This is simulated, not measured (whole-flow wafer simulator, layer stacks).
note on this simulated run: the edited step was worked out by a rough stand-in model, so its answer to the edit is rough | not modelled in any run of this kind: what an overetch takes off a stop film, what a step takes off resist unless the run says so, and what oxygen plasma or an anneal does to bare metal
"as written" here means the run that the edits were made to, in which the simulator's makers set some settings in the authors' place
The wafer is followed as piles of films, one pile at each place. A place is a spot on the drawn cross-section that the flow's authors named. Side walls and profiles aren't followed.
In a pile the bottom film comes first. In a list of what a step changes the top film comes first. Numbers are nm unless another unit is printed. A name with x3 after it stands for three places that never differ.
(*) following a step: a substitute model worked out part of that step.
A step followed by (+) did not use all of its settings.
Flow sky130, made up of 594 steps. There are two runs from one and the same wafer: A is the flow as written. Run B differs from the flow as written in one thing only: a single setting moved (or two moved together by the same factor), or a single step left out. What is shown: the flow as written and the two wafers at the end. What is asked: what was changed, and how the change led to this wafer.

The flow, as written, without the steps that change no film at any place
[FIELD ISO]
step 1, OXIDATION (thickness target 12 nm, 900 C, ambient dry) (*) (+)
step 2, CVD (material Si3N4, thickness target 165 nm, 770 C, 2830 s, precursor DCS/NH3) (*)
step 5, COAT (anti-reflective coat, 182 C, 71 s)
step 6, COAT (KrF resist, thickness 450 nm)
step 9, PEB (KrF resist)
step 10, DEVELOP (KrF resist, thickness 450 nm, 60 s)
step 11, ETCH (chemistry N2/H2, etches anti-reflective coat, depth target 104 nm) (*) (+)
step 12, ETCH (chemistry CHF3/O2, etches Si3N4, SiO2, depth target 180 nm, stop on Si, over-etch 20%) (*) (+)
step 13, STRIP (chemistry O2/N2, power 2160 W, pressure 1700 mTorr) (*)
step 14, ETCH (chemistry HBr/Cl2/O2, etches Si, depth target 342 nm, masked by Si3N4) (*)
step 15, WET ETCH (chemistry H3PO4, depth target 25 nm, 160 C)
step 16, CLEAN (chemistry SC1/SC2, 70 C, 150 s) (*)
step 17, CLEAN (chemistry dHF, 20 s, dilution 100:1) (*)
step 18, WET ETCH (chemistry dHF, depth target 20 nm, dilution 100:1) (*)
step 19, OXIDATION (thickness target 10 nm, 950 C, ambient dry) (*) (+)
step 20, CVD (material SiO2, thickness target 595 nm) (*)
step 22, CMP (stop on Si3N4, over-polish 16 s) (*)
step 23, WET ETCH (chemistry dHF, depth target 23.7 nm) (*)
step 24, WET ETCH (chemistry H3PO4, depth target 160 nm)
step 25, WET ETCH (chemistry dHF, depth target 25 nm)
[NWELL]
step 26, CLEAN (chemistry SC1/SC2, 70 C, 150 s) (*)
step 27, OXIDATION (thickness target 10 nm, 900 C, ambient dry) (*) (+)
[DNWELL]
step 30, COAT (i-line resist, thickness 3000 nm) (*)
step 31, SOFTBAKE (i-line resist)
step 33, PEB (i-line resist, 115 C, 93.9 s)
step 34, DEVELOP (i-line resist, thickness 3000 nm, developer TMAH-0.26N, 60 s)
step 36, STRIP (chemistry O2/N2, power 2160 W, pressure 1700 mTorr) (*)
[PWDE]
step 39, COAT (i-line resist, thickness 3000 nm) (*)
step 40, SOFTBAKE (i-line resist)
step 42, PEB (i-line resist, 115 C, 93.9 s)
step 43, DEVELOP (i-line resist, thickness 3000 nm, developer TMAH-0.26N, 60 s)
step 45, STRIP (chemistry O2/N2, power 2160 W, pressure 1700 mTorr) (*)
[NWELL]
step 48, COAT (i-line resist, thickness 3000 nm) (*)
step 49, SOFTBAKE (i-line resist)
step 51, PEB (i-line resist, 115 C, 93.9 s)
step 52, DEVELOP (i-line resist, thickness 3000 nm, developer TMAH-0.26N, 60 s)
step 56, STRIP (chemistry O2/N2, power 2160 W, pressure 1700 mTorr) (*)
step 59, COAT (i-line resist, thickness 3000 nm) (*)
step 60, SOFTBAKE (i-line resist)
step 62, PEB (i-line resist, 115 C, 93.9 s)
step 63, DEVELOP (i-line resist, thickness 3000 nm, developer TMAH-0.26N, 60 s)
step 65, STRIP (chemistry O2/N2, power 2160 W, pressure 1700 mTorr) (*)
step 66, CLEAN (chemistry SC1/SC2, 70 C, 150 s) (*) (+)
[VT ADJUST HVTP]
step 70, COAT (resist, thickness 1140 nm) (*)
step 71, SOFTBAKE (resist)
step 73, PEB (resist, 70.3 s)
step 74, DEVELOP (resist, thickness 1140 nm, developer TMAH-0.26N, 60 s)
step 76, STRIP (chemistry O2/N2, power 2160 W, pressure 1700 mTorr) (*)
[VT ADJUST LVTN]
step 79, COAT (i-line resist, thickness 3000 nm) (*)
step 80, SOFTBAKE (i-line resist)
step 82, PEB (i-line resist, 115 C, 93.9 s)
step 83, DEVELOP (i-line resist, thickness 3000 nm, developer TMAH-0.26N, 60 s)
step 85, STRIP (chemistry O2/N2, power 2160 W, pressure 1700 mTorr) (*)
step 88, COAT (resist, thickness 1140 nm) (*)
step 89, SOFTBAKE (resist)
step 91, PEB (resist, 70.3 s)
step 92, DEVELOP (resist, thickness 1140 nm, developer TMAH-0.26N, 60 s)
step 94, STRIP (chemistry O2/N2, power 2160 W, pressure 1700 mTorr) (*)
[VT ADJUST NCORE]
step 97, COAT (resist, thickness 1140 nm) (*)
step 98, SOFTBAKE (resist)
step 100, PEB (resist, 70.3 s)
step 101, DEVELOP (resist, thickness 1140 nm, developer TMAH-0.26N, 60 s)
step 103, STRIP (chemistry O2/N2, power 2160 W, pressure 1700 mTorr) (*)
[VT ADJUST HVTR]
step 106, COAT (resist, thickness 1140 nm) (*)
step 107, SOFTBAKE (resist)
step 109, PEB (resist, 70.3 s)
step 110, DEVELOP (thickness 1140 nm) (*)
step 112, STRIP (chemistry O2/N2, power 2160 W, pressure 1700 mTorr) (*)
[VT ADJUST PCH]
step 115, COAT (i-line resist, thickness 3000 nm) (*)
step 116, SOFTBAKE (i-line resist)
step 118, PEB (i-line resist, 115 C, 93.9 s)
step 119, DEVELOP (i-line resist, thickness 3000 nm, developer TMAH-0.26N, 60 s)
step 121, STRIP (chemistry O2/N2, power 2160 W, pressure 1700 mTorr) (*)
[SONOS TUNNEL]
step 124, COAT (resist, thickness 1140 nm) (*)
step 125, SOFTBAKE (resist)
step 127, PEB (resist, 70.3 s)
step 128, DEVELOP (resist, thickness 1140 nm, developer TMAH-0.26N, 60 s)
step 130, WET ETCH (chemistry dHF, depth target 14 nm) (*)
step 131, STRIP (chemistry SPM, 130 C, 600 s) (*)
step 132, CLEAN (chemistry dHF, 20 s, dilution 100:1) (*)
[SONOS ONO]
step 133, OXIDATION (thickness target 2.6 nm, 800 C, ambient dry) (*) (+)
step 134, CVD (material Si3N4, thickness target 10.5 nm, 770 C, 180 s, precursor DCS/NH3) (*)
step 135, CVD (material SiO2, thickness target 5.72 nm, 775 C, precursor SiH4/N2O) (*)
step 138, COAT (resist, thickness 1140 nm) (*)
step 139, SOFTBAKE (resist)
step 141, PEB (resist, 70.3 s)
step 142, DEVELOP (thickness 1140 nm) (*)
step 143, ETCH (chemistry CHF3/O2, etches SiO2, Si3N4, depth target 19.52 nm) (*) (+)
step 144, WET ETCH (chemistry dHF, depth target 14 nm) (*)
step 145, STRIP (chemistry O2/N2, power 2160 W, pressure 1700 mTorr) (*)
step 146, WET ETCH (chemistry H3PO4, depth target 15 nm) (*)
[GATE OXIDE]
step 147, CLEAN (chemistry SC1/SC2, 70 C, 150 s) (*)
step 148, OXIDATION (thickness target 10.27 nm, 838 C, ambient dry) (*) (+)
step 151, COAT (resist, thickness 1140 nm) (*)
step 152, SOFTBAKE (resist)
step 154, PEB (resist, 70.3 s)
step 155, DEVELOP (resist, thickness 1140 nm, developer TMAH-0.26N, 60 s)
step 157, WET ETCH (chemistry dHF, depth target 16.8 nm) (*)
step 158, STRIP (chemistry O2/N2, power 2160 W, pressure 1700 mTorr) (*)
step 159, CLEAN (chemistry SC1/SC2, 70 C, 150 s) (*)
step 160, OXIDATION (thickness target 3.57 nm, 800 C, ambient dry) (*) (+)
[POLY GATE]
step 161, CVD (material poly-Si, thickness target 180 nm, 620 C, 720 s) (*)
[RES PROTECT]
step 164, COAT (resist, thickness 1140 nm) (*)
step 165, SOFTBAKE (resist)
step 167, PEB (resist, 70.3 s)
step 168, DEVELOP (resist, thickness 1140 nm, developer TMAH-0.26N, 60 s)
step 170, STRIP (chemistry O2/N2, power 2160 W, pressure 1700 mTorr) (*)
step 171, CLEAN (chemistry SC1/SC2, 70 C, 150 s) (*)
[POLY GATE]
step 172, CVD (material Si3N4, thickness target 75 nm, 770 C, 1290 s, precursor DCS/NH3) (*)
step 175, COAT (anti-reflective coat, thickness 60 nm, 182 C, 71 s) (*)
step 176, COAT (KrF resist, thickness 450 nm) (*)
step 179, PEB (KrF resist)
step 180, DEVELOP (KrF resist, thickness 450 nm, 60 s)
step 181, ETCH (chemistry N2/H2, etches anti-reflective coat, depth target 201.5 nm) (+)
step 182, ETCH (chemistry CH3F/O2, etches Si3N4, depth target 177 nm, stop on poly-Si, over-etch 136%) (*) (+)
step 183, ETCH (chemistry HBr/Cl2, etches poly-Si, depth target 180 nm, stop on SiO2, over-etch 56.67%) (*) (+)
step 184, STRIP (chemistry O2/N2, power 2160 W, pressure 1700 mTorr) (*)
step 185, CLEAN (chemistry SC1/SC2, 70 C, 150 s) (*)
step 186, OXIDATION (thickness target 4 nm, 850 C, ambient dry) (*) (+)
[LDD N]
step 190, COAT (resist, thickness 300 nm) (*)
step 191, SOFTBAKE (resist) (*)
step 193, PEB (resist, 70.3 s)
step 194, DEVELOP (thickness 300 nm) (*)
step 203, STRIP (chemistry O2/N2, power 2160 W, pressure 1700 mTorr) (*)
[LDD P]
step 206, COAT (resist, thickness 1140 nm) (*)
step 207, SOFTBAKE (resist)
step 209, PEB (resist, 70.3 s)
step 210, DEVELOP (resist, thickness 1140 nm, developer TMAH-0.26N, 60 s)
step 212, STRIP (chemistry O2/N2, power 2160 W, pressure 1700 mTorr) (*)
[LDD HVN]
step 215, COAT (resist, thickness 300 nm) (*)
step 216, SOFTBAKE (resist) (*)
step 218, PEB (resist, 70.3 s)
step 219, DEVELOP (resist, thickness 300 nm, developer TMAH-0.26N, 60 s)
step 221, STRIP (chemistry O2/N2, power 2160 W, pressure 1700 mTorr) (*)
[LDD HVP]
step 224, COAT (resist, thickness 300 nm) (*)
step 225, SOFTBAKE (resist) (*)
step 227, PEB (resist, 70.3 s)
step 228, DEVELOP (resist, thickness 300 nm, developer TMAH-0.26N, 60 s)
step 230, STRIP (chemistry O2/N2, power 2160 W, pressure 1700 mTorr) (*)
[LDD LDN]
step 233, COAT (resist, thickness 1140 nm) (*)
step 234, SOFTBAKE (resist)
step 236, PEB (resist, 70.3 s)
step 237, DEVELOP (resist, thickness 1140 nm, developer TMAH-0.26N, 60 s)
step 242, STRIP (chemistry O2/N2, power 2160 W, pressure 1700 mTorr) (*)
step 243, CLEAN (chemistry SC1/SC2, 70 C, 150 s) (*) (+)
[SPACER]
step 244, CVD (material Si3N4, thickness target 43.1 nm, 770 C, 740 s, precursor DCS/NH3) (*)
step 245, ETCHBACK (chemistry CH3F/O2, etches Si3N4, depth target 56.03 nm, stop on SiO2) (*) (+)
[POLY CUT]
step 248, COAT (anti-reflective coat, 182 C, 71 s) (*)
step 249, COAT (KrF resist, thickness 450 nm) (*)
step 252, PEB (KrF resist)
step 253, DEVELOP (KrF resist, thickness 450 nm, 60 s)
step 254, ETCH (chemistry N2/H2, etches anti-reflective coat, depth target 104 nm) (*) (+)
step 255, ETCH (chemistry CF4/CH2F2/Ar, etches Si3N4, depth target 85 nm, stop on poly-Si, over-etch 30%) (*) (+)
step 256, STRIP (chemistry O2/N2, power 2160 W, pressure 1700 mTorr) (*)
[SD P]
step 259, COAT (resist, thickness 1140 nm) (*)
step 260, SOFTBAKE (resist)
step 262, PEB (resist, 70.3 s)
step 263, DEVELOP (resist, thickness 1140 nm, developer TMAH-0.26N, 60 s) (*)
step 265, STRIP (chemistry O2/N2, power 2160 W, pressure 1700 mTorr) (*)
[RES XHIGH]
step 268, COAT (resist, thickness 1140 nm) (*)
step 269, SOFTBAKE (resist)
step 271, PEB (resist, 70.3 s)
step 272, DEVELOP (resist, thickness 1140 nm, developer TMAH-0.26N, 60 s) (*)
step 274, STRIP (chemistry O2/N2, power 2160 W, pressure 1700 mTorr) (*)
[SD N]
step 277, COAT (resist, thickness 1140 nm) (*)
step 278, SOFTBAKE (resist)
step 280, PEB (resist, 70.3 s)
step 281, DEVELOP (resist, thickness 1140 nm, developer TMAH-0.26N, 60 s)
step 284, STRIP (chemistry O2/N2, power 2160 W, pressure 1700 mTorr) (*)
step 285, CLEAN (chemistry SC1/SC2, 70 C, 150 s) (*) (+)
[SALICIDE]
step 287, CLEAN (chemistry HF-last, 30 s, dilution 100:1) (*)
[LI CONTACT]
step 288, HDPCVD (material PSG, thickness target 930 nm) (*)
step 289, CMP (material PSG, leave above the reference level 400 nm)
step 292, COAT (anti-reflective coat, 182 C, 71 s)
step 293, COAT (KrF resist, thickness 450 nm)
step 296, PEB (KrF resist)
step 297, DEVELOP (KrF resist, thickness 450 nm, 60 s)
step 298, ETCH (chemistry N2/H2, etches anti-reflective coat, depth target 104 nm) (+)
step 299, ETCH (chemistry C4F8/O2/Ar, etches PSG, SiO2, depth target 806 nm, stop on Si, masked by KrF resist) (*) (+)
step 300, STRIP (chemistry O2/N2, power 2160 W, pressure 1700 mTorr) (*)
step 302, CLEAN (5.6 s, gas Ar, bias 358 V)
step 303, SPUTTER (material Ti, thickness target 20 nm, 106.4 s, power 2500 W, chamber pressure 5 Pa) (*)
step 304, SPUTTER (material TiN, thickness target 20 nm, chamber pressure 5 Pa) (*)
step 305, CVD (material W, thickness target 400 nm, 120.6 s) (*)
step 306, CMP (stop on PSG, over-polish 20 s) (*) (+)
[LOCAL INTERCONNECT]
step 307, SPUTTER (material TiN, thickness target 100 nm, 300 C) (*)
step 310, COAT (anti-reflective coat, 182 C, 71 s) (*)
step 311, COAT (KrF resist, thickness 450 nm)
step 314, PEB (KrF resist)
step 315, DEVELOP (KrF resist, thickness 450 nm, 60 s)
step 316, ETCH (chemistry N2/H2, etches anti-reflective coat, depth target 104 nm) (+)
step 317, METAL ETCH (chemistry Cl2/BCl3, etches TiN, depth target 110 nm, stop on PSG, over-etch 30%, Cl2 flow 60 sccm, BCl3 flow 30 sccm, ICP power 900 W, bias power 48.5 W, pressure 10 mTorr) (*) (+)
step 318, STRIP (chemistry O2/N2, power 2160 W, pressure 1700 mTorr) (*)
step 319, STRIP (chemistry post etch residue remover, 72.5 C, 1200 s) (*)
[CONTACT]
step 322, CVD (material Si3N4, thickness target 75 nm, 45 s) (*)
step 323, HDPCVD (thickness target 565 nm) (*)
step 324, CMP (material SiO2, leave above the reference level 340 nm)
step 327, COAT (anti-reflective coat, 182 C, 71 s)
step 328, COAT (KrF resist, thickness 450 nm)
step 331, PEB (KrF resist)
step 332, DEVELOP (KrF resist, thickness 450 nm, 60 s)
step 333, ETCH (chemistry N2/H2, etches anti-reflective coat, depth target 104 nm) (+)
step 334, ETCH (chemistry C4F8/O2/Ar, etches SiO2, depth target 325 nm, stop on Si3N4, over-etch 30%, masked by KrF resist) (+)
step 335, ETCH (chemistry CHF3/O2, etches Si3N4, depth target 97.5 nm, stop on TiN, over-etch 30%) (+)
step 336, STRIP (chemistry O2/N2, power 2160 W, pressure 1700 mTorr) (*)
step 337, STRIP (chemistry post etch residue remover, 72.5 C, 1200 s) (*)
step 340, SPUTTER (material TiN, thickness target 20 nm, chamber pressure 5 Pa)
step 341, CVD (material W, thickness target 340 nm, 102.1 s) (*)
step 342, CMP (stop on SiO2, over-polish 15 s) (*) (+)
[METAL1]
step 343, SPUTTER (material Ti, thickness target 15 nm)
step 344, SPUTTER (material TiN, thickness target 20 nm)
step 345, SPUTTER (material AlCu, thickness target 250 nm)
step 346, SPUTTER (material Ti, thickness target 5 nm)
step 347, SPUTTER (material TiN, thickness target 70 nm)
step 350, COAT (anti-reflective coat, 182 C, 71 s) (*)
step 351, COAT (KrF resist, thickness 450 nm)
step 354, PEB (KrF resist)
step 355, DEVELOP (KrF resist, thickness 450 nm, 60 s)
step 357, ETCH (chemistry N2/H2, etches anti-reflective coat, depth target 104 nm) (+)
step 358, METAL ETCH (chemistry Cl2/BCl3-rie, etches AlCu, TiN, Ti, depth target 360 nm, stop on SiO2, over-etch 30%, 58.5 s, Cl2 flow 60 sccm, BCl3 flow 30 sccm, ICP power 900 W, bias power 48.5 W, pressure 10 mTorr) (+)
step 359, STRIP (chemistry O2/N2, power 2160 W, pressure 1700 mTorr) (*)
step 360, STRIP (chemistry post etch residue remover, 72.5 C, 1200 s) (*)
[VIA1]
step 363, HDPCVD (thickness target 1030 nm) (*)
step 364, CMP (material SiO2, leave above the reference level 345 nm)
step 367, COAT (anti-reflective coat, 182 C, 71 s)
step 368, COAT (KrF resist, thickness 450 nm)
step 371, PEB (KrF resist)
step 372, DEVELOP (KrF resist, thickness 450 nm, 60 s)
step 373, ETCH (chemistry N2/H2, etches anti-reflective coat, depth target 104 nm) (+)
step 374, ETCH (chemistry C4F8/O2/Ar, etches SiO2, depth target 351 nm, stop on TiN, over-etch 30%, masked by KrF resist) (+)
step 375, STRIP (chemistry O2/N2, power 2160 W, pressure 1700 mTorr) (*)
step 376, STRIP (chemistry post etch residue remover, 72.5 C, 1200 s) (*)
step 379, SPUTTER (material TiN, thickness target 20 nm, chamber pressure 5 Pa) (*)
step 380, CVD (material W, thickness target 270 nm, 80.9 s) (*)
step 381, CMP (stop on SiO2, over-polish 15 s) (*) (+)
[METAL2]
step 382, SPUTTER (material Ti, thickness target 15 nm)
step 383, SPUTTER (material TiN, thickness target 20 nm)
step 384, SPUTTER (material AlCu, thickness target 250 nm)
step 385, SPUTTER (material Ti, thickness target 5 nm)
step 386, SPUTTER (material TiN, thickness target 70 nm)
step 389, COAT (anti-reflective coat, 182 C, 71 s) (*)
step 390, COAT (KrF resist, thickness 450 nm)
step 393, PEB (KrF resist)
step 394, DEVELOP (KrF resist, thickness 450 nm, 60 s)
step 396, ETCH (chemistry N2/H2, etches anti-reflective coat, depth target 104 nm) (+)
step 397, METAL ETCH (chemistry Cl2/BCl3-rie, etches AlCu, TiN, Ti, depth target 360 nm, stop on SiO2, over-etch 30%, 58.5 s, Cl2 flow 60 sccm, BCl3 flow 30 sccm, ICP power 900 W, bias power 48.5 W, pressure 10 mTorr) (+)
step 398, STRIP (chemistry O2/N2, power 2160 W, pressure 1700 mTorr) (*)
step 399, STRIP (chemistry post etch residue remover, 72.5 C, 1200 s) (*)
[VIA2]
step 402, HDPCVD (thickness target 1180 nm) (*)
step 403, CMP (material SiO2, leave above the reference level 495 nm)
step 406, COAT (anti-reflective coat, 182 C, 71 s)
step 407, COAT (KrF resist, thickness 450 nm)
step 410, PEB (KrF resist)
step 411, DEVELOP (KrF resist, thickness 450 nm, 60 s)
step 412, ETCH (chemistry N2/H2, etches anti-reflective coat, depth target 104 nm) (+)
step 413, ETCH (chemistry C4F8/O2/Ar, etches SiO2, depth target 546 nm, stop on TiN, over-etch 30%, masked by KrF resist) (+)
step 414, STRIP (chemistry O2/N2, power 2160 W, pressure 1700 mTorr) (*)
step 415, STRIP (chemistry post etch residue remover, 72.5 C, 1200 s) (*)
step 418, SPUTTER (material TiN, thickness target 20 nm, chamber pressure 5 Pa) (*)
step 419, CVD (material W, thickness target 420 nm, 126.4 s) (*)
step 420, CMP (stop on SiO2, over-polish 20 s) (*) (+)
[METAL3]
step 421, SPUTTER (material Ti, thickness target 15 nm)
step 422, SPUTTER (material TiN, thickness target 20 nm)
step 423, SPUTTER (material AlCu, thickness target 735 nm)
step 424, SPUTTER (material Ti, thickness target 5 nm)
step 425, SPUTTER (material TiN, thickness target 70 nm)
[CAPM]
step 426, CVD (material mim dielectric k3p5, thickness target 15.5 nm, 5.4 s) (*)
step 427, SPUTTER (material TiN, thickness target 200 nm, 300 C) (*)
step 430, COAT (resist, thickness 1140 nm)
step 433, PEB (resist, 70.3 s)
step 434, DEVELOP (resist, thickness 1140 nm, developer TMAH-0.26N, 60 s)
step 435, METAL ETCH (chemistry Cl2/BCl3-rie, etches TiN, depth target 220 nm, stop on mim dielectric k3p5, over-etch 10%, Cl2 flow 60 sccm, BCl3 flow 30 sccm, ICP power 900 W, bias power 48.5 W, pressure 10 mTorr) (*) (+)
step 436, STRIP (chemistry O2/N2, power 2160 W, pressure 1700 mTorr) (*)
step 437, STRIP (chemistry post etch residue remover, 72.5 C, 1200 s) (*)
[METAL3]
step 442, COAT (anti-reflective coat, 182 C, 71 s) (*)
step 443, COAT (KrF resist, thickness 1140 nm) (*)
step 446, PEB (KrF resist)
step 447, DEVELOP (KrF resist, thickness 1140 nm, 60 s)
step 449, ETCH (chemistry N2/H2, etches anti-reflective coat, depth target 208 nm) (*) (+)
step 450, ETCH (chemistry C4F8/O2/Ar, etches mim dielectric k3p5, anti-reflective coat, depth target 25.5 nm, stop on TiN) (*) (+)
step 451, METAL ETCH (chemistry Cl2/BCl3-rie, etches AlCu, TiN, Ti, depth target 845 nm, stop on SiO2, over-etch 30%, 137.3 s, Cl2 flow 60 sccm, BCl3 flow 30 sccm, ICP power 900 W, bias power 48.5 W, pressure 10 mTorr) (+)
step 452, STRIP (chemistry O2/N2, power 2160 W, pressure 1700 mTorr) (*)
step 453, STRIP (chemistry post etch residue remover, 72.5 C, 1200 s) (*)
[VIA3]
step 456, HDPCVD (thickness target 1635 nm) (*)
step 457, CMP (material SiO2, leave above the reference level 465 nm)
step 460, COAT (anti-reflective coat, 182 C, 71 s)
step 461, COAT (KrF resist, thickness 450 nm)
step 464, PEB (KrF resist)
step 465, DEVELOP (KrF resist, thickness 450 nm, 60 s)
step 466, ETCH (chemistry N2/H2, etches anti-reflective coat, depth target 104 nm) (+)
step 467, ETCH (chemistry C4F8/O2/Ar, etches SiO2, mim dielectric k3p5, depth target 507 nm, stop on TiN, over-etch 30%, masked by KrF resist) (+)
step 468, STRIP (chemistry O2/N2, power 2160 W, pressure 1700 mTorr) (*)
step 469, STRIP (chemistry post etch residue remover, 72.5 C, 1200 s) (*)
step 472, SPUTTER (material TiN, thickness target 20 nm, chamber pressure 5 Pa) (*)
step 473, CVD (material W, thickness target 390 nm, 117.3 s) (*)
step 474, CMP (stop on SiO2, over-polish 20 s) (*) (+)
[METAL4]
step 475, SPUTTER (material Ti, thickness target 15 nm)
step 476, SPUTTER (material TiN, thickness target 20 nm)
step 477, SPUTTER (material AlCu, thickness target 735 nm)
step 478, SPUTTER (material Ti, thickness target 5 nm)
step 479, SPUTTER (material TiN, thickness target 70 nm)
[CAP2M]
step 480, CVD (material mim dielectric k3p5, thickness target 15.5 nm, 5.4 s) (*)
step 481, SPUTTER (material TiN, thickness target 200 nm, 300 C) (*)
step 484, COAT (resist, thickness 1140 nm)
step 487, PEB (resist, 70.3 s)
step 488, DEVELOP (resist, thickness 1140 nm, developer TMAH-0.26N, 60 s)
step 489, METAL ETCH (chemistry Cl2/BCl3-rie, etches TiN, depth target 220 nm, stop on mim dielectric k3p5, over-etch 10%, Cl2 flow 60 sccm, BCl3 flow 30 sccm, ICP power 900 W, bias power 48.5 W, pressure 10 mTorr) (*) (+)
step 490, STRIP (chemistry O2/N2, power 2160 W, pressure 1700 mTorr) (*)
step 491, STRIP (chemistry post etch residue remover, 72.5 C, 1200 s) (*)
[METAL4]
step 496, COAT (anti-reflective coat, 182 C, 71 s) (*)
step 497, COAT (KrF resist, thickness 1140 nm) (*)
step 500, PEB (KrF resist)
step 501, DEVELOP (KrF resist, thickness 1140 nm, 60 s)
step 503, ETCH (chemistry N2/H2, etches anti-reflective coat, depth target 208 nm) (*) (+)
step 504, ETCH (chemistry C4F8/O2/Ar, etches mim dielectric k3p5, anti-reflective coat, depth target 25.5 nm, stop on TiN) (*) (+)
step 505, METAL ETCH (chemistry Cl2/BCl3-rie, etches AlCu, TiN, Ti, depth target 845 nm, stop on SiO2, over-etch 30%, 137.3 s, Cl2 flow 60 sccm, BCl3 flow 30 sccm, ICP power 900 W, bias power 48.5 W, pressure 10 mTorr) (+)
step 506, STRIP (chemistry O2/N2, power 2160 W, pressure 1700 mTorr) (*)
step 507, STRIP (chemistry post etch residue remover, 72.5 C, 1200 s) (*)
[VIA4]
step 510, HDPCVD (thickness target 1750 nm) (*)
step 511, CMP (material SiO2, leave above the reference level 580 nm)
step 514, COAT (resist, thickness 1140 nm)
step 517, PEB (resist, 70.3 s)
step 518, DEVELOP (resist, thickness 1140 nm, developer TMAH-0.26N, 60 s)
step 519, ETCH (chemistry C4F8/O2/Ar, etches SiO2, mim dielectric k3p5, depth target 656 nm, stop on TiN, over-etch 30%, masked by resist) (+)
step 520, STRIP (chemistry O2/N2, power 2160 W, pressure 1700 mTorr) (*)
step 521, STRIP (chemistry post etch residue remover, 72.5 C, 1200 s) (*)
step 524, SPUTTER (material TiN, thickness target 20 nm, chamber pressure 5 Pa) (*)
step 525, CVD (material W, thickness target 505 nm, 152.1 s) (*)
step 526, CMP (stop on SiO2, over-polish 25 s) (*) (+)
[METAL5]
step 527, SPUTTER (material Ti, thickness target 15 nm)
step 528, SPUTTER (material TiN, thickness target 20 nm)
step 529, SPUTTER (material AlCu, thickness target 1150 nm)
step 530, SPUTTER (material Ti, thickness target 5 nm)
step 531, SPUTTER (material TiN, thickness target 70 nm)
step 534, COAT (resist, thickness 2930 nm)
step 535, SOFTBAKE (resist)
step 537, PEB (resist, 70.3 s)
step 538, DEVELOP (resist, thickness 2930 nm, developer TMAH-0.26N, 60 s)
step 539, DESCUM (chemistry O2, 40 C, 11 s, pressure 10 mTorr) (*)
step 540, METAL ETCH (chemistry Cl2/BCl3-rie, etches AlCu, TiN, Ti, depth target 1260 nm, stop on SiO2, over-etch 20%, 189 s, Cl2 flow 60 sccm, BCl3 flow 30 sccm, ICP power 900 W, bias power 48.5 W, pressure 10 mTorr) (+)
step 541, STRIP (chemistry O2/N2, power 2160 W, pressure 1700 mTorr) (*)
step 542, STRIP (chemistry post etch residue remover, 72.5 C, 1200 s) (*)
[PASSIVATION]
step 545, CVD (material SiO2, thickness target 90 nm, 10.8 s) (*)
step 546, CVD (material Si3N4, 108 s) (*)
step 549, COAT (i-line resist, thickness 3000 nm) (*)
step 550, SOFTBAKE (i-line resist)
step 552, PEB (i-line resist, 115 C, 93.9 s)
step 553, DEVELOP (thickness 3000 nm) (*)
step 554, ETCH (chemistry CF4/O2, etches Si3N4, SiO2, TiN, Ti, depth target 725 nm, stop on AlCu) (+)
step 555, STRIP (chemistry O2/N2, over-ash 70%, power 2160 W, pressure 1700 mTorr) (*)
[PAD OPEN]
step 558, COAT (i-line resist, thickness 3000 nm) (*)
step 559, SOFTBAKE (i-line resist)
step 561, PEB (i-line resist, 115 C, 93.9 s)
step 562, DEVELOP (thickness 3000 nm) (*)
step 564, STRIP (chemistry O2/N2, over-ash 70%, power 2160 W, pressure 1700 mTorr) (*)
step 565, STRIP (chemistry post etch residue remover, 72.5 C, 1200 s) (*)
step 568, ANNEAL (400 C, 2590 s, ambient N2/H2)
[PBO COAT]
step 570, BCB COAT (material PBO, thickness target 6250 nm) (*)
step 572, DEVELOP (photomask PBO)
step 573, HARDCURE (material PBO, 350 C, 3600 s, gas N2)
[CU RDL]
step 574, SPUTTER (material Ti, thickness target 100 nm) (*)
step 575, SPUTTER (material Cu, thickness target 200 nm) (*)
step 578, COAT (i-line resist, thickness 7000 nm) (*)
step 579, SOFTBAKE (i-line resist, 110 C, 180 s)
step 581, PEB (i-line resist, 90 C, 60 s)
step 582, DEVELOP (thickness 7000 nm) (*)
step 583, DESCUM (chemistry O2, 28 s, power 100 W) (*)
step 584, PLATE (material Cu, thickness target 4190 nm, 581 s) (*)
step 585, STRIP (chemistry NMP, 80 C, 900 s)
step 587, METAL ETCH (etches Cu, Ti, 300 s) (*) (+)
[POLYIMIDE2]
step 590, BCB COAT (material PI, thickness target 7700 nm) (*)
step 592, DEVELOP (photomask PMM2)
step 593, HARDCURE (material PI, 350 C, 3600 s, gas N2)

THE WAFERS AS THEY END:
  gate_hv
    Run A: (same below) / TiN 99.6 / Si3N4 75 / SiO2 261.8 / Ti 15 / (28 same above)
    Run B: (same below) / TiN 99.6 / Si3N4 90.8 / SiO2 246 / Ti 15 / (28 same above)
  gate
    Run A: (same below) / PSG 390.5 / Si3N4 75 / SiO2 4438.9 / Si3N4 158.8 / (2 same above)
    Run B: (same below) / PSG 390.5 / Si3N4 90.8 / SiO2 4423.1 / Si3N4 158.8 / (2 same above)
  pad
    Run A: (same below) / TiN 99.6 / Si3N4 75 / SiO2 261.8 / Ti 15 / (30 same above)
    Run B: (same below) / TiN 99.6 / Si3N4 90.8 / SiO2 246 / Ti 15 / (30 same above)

What caused this: step 322, CVD: thickness target 90.8 nm was run, whereas the flow has thickness target 75 nm; step 322, CVD: 54.4 s was run, where the flow has 45 s.
The wafer lets one read it off: gate_hv has Si3N4 90.8, and step 322 as written asks for 75 nm.

The path from the change to this, step by step:
  step 322, CVD (material Si3N4, thickness target 75 nm, 45 s) (*)
      field, active, n_well and 188 more: A Si3N4 gains 75 (new film) | B Si3N4 gains 90.8 (new film)
  step 324, CMP (material SiO2, leave above the reference level 340 nm)
      n_well, p_well, gate_hv and 93 more: A SiO2 loses 300 | B SiO2 loses 315.8
      field, active, gate and 88 more: A SiO2 loses 200.4 | B SiO2 loses 216.2
      (and at 4 other places as well)
  step 334, ETCH (chemistry C4F8/O2/Ar, etches SiO2, depth target 325 nm, stop on Si3N4, over-etch 30%, masked by KrF resist) (+)
      poly_licon, ndiff_licon, ndiff_licon_cpp, rpo_hd_licon: A SiO2 loses 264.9 (all of it) | B SiO2 loses 249.1 (all of it)
  step 335, ETCH (chemistry CHF3/O2, etches Si3N4, depth target 97.5 nm, stop on TiN, over-etch 30%) (+)
      poly_licon, ndiff_licon, ndiff_licon_cpp, rpo_hd_licon: A Si3N4 loses 75 (all of it) | B Si3N4 loses 90.8 (all of it)
